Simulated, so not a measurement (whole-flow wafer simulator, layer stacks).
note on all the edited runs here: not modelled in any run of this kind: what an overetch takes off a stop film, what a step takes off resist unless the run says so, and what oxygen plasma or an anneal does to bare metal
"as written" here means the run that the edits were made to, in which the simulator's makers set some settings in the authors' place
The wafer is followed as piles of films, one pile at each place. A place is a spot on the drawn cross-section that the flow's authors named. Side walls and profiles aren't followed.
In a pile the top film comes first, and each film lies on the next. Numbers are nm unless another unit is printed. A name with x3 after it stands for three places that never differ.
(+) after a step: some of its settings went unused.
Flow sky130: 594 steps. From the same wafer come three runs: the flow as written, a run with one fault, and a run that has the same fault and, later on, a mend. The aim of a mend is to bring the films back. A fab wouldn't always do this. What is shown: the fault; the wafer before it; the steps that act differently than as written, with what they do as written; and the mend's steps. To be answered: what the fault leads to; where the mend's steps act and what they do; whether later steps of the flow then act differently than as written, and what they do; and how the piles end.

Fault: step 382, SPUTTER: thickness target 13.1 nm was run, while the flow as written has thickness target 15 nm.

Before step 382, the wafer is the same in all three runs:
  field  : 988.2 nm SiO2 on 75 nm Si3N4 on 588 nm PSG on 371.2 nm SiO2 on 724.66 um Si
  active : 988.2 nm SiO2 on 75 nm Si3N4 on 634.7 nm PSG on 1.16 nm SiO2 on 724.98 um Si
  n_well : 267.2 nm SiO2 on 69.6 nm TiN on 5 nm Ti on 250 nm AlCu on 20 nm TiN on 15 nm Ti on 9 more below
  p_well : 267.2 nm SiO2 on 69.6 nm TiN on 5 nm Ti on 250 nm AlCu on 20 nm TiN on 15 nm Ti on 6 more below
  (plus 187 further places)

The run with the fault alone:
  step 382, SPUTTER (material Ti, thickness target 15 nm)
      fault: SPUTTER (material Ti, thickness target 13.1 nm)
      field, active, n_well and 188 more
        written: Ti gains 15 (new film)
        fault: Ti gains 13.1 (new film)
  Later steps of the flow acting differently than as written (not shown: 16 more steps that differ only slightly, by at most 2% or 0.5 nm, whichever is larger):
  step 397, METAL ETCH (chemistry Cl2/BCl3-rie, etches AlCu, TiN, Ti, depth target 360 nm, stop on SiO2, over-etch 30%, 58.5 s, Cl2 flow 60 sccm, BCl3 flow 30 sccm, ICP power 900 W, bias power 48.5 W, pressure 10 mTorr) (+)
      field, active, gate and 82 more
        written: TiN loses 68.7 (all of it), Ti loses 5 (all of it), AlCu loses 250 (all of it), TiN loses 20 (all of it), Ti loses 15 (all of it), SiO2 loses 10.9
        fault: TiN loses 68.7 (all of it), Ti loses 5 (all of it), AlCu loses 250 (all of it), TiN loses 20 (all of it), Ti loses 13.1 (all of it), SiO2 loses 11.1
  At n_well, p_well, gate_hv and 103 more, the piles at the end differ from the flow's by more than 2% or 0.5 nm, whichever is larger.
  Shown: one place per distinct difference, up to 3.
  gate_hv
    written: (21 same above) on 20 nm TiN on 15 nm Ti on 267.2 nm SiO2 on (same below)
    fault: (21 same above) on 20 nm TiN on 13.1 nm Ti on 267.2 nm SiO2 on (same below)
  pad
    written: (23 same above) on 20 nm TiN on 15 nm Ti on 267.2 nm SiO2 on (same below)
    fault: (23 same above) on 20 nm TiN on 13.1 nm Ti on 267.2 nm SiO2 on (same below)
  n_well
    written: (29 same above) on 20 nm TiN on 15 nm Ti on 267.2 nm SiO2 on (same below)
    fault: (29 same above) on 20 nm TiN on 13.1 nm Ti on 267.2 nm SiO2 on (same below)

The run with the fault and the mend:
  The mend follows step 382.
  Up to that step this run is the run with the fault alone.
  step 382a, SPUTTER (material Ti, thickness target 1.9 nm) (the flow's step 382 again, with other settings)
      field, active, n_well and 188 more
        Ti gains 1.9
  Every later step of the flow that is run acts as written at every place that is followed.
  By the end, the piles equal the flow's at every place that both follow.
